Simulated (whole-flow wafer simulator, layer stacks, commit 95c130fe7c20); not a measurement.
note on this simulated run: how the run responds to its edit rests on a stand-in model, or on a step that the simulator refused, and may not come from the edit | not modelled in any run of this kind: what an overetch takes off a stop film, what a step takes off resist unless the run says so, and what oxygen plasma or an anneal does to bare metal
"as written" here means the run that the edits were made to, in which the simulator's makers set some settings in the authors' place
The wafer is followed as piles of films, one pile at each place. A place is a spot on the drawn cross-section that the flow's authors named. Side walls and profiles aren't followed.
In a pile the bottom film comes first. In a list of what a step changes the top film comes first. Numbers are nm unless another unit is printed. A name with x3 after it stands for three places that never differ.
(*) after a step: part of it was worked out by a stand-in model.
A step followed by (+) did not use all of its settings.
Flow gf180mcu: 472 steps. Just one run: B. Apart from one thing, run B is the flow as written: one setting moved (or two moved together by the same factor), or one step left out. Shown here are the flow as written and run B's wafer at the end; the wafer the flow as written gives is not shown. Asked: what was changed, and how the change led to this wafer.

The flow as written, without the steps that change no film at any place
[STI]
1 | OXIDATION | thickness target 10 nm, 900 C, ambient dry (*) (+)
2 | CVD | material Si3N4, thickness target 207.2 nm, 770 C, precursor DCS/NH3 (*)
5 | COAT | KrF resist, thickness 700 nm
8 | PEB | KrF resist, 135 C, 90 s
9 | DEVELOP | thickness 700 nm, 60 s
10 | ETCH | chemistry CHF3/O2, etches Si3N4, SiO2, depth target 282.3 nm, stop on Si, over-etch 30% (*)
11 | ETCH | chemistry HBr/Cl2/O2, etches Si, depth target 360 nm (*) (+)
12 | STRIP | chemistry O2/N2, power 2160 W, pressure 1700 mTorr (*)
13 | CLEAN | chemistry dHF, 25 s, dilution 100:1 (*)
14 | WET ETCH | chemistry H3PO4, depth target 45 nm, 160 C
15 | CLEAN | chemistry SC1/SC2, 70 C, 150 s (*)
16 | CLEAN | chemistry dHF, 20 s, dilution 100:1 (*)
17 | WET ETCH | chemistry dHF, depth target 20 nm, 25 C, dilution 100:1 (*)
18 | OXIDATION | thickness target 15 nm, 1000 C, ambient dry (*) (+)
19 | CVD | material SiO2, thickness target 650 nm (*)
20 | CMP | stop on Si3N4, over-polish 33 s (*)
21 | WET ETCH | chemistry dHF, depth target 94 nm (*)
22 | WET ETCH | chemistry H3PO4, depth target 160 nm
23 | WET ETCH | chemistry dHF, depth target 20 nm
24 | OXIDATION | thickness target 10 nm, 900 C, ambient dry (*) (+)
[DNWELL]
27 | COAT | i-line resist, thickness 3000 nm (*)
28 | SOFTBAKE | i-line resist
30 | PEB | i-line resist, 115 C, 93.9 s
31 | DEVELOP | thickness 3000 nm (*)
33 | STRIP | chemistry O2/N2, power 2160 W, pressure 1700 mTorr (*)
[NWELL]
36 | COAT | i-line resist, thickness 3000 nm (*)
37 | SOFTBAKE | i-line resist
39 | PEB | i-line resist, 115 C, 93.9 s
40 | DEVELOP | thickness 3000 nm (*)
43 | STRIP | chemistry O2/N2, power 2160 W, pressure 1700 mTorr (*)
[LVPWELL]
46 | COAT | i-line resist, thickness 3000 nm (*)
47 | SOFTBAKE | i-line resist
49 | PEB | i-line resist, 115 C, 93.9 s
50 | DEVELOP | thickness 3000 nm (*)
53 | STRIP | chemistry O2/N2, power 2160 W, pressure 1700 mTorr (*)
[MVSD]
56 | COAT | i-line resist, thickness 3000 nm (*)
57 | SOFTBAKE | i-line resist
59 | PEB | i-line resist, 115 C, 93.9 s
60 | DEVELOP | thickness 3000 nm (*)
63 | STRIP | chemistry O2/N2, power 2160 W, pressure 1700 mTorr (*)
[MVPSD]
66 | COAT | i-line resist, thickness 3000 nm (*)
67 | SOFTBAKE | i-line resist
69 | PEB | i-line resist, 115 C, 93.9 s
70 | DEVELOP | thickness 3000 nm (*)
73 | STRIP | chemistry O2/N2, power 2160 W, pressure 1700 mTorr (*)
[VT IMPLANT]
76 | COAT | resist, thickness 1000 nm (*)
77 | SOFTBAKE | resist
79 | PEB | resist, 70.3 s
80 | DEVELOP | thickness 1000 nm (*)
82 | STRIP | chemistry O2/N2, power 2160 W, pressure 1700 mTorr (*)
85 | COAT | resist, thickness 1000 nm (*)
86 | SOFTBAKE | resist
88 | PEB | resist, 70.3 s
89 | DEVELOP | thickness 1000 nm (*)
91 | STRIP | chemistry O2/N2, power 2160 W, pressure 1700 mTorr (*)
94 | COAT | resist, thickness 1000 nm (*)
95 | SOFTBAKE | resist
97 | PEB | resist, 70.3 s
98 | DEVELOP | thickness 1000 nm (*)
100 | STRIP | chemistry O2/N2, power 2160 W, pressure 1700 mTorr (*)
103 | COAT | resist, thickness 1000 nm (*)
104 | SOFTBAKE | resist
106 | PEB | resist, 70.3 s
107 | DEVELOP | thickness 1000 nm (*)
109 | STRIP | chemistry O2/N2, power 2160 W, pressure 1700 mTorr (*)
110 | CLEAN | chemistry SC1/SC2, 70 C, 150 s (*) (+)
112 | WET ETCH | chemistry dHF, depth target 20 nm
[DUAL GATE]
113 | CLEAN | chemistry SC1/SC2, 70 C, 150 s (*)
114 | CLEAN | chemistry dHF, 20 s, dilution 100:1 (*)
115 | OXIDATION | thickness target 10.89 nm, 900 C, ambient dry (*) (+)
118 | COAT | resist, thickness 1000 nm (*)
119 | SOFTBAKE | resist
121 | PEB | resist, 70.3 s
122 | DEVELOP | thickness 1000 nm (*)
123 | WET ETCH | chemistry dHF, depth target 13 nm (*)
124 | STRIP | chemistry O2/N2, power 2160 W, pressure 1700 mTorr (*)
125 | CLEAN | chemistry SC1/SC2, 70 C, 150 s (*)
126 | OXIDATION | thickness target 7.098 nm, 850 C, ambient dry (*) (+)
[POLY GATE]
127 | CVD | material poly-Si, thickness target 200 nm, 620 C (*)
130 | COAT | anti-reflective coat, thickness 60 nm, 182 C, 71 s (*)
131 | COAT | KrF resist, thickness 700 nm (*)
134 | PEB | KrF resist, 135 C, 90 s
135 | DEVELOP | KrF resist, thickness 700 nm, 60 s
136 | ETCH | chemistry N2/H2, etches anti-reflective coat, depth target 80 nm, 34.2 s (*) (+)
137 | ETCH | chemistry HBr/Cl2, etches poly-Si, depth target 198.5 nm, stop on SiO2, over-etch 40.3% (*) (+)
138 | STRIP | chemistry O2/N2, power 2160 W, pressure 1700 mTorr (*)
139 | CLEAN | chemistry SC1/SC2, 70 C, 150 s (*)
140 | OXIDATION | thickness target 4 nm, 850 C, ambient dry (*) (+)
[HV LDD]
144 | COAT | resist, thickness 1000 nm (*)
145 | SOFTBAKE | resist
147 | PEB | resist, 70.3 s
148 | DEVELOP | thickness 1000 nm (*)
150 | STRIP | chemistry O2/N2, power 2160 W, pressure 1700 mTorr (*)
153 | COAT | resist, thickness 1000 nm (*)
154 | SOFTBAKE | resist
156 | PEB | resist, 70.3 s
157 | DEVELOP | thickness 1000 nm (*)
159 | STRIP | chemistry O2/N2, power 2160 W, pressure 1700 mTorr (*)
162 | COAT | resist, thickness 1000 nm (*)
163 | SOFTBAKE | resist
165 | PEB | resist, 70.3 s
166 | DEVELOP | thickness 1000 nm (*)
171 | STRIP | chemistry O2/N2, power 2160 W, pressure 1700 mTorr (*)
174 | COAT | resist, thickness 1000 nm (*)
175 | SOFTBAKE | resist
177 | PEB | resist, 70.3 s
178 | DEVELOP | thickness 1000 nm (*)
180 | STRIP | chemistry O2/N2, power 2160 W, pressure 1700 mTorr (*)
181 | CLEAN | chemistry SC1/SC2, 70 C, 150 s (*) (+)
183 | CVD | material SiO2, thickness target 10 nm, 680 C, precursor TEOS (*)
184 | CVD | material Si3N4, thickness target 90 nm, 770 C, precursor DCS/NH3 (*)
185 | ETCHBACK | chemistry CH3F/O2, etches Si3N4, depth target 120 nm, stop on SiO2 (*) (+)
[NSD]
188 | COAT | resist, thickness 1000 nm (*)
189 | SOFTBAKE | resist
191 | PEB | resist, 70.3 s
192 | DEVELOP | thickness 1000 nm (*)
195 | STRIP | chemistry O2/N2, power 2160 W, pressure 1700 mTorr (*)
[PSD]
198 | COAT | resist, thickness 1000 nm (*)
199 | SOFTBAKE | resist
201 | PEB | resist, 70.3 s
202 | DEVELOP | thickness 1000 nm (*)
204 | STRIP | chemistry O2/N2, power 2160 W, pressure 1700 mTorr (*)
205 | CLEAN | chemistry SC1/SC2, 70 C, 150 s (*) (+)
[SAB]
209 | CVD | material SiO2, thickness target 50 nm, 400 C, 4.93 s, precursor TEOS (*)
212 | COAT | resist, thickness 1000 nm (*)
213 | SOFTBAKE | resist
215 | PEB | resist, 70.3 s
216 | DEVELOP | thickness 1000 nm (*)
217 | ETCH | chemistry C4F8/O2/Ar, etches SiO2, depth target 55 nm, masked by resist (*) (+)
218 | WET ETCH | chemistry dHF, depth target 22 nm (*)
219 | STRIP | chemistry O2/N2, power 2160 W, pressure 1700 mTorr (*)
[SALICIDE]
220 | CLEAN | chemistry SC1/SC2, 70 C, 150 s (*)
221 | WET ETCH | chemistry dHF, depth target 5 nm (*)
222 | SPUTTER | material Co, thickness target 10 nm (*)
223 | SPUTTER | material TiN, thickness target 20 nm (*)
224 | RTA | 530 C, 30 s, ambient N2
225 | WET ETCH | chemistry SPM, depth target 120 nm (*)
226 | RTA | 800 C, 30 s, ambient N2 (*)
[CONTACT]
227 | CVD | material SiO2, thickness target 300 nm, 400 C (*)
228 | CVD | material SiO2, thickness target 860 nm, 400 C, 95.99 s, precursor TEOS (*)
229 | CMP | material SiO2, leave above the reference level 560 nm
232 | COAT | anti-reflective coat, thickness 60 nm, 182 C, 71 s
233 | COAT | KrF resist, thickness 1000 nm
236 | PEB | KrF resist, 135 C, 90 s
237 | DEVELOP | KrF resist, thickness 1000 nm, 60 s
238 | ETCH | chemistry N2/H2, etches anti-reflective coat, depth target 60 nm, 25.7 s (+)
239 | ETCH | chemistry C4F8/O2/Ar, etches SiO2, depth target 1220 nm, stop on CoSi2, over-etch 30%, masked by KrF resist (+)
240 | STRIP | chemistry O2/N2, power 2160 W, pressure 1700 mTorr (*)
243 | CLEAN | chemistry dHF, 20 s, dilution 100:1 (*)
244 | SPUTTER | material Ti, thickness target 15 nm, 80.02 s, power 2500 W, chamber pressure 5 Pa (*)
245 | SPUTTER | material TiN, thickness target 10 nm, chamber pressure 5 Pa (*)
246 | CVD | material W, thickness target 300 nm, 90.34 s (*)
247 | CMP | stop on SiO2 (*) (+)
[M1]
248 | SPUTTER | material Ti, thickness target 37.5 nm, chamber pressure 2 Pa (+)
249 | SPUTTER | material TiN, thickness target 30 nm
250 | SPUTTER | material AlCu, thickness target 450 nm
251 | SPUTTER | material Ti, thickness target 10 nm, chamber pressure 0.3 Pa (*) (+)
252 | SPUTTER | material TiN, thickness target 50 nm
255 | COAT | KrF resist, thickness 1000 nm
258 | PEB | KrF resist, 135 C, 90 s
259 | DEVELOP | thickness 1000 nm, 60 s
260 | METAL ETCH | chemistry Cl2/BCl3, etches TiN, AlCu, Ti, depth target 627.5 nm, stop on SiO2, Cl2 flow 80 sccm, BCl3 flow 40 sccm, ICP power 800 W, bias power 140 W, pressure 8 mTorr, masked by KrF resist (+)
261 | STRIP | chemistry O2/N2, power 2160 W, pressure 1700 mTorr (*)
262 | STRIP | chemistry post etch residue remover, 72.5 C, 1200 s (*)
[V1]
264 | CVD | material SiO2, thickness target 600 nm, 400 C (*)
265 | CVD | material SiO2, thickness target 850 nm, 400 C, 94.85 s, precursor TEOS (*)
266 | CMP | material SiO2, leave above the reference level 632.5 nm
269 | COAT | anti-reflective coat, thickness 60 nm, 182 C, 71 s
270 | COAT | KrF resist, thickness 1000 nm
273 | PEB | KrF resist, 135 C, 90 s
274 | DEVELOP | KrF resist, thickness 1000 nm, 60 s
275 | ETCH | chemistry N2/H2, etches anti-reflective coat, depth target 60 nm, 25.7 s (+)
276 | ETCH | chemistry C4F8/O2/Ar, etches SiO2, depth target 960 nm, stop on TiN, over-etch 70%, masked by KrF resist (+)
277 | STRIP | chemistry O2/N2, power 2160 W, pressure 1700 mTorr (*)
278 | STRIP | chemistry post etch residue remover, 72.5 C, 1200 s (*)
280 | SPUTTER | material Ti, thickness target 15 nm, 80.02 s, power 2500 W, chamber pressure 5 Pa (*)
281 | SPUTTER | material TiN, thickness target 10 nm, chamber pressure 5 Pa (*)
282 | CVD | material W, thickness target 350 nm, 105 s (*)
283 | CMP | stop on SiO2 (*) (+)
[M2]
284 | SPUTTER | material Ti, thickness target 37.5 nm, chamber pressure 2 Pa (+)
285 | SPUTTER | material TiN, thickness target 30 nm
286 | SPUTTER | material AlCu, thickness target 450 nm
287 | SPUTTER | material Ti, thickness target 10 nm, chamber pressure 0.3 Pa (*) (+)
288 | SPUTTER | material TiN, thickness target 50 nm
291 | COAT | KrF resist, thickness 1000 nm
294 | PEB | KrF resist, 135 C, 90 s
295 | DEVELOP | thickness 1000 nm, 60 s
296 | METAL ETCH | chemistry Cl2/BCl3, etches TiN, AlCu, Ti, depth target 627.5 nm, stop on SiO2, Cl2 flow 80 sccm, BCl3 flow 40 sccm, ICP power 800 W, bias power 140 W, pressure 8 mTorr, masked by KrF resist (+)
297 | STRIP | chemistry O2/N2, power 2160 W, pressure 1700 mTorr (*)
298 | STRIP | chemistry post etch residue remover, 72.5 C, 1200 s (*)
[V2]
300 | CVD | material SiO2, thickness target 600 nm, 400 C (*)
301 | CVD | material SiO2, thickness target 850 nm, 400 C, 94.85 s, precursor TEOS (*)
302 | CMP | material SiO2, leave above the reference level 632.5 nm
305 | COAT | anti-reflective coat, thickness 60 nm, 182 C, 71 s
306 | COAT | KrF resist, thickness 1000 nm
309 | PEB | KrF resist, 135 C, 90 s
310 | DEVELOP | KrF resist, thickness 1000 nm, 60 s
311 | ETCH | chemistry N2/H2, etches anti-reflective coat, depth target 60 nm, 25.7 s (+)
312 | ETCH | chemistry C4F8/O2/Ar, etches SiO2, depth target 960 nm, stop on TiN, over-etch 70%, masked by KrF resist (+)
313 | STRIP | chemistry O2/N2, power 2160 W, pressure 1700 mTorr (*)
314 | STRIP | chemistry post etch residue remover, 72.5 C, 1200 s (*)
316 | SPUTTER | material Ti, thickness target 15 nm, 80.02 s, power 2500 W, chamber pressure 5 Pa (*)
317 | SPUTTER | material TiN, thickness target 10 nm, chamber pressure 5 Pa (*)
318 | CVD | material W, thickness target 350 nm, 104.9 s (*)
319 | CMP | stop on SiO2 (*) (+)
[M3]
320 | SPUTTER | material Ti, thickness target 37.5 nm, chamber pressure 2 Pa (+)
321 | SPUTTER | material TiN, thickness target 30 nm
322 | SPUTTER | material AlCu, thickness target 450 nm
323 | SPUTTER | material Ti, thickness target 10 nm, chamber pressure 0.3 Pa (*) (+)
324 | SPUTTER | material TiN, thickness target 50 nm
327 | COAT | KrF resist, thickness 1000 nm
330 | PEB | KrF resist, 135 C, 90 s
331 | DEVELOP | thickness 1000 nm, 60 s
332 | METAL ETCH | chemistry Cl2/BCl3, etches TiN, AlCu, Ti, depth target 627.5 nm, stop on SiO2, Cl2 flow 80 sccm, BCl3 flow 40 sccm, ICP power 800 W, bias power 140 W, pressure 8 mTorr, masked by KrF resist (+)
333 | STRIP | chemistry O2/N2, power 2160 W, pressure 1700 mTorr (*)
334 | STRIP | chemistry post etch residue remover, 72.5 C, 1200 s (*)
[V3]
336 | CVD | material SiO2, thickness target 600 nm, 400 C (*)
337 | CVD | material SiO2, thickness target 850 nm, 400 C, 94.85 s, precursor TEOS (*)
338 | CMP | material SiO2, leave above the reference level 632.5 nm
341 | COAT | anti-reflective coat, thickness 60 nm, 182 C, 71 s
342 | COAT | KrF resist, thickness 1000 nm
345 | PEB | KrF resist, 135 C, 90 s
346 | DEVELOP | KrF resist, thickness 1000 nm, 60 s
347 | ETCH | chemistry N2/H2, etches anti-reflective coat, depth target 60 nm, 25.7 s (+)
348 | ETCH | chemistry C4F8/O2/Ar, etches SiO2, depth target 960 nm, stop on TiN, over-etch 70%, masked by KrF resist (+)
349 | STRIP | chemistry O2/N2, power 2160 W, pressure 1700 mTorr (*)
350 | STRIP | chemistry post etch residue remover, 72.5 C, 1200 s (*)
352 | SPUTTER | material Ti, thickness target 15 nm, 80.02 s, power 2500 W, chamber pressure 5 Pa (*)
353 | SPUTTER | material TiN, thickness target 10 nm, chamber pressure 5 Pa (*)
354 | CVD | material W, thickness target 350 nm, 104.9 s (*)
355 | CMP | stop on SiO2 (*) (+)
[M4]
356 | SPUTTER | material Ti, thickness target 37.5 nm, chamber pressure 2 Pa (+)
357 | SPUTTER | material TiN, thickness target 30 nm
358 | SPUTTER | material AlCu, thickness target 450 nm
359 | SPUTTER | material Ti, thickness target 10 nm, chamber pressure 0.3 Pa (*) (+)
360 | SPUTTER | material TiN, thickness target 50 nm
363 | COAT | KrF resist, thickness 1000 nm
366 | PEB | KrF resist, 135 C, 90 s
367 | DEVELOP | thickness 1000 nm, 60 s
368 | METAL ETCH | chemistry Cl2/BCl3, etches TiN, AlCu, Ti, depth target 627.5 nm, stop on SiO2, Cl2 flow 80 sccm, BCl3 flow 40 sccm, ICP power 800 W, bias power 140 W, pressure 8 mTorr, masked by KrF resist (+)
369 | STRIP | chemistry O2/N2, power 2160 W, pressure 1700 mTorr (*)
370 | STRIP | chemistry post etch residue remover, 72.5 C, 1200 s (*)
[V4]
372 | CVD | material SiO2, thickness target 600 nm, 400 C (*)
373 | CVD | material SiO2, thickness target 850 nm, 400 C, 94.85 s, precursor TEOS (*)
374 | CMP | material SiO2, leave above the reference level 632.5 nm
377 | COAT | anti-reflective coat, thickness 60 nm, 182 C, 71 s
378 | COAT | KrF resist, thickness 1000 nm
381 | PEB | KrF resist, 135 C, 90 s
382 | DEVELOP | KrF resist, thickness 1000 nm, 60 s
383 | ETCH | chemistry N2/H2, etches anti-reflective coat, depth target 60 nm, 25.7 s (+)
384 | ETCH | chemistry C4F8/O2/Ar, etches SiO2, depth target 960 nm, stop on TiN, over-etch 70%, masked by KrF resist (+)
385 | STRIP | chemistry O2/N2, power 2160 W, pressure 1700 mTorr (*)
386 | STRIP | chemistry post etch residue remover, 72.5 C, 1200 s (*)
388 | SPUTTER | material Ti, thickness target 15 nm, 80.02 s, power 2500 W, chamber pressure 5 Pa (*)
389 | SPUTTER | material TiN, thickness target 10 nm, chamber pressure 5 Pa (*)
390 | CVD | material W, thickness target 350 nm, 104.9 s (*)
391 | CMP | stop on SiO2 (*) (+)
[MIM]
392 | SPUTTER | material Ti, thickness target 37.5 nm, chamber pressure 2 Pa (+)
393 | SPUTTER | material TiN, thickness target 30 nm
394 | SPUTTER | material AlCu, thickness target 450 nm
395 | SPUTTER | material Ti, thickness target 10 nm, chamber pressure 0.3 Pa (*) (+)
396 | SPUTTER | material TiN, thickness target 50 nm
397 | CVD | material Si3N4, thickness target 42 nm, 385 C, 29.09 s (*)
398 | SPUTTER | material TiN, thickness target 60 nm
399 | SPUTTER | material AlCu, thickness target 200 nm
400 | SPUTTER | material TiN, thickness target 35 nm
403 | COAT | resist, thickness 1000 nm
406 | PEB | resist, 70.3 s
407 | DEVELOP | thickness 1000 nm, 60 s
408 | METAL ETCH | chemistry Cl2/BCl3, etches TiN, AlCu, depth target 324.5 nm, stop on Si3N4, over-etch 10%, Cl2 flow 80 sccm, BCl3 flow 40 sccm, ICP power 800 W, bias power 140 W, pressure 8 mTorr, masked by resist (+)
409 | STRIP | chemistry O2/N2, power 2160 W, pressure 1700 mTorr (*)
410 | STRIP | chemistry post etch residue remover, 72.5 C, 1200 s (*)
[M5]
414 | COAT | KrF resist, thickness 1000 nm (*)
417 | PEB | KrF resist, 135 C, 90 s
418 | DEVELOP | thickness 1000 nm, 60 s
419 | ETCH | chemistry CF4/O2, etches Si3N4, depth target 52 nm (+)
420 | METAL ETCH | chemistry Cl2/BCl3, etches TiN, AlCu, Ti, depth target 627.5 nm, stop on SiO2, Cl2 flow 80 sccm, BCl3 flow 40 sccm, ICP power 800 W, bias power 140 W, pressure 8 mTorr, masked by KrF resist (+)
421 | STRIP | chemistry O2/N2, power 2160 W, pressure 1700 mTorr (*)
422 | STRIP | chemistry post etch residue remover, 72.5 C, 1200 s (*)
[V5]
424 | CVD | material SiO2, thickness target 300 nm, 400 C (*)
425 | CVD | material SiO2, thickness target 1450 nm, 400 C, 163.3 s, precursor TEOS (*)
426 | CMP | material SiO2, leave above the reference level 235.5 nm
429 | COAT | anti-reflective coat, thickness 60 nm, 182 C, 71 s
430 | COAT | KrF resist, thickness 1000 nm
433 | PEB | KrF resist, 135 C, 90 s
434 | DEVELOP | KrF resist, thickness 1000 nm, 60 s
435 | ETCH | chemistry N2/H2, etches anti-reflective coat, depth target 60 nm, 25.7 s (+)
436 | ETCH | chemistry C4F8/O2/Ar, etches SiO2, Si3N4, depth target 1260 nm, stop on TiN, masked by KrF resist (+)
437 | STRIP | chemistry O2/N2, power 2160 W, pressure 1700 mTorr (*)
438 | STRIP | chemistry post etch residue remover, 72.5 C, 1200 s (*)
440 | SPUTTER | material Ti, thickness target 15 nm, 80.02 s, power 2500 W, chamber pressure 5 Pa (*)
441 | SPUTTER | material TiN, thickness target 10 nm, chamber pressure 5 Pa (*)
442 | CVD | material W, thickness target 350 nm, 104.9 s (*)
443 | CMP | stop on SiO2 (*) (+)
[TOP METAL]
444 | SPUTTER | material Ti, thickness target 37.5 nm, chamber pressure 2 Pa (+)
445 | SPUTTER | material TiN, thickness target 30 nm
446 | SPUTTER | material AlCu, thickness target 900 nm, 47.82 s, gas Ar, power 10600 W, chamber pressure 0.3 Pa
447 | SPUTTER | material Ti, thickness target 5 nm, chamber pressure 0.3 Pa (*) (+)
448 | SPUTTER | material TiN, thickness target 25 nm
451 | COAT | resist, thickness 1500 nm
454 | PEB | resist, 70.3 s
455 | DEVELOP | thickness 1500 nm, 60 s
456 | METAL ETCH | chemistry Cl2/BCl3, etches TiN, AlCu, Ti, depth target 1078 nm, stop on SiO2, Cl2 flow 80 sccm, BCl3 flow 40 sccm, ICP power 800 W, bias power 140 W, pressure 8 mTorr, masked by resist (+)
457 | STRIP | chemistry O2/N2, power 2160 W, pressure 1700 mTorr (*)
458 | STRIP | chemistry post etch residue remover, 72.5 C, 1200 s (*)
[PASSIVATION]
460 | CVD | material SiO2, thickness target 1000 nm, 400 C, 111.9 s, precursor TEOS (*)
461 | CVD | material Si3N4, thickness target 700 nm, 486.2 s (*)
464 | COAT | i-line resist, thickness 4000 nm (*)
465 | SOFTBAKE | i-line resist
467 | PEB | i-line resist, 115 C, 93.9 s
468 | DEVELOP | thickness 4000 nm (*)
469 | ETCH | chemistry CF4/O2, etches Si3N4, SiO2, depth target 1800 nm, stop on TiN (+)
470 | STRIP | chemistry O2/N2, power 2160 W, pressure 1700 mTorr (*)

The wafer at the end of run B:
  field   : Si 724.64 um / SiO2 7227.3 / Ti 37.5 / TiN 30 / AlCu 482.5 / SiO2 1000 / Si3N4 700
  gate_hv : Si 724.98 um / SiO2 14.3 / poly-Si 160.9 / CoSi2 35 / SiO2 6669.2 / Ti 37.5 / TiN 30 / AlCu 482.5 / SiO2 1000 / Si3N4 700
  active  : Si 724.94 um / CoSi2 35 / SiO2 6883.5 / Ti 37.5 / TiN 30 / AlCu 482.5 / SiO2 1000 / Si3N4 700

What caused this: step 456, METAL ETCH: depth target 441.8 nm was run, while the flow as written has depth target 1078 nm.

The path from the change to this, step by step:
  456 | METAL ETCH | chemistry Cl2/BCl3, etches TiN, AlCu, Ti, depth target 1078 nm, stop on SiO2, Cl2 flow 80 sccm, BCl3 flow 40 sccm, ICP power 800 W, bias power 140 W, pressure 8 mTorr, masked by resist (+)
      field, field__w1, field__w2 and 103 more: TiN loses 25 (all of it), Ti loses 5 (all of it), AlCu loses 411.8 (as written it would have been: TiN loses 25 (all of it), Ti loses 5 (all of it), AlCu loses 900 (all of it), TiN loses 30 (all of it), Ti loses 37.5 (all of it))
      field__w8, contact, m1, m1__w1, pad, m1_nw: resist loses 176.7 (as written it would have been: resist loses 431)
  457 | STRIP | chemistry O2/N2, power 2160 W, pressure 1700 mTorr (*)
      field__w8, contact, m1, m1__w1, pad, m1_nw: resist loses 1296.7 (all of it) (as written it would have been: resist loses 1042.5 (all of it))
  458 | STRIP | chemistry post etch residue remover, 72.5 C, 1200 s (*)
      field, field__w1, field__w2 and 103 more: AlCu loses 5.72 (as written it would have been: nothing)
  460 | CVD | material SiO2, thickness target 1000 nm, 400 C, 111.9 s, precursor TEOS (*)
      field, field__w1, field__w2 and 103 more: SiO2 gains 1000 (new film) (as written it would have been: SiO2 gains 1000)
  464 | COAT | i-line resist, thickness 4000 nm (*)
      field: i-line resist gains 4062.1 (new film) (as written it would have been: i-line resist gains 4171.5 (new film))
      field__w8: i-line resist gains 3586.8 (new film) (as written it would have been: i-line resist gains 3093.1 (new film))
      (also at 12 further places)
  465 | SOFTBAKE | i-line resist
      gate: i-line resist loses 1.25 (as written it would have been: i-line resist gains 1.79)
      ld_acc_p, ld_fp_p: i-line resist gains 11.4 (as written it would have been: i-line resist gains 33.8)
      (also at 66 further places)
  467 | PEB | i-line resist, 115 C, 93.9 s
      field__w8, m1__w1: i-line resist loses 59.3 (as written it would have been: i-line resist loses 49.2)
      contact, m1: i-line resist loses 59.5 (as written it would have been: i-line resist loses 49.6)
      (also at 2 further places)
  468 | DEVELOP | thickness 4000 nm (*)
      pad: i-line resist loses 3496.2 (all of it) (as written it would have been: i-line resist loses 2960.4 (all of it))
  470 | STRIP | chemistry O2/N2, power 2160 W, pressure 1700 mTorr (*)
      field__w8, m1__w1: i-line resist loses 2303.2 (all of it) (as written it would have been: i-line resist loses 1775.9 (all of it))
      contact: i-line resist loses 2309.9 (all of it) (as written it would have been: i-line resist loses 1798.3 (all of it))
      (also at 2 further places)
With metal films that touch counted as one body, field has 1 body; the flow as written gives 0 bodies.
With metal films that touch counted as one body, gate_hv has 2 bodies (between them, from the top down: SiO2 6669.2); the flow as written gives 1 body.
With metal films that touch counted as one body, active has 2 bodies (between them, from the top down: SiO2 6883.5); the flow as written gives 1 body.
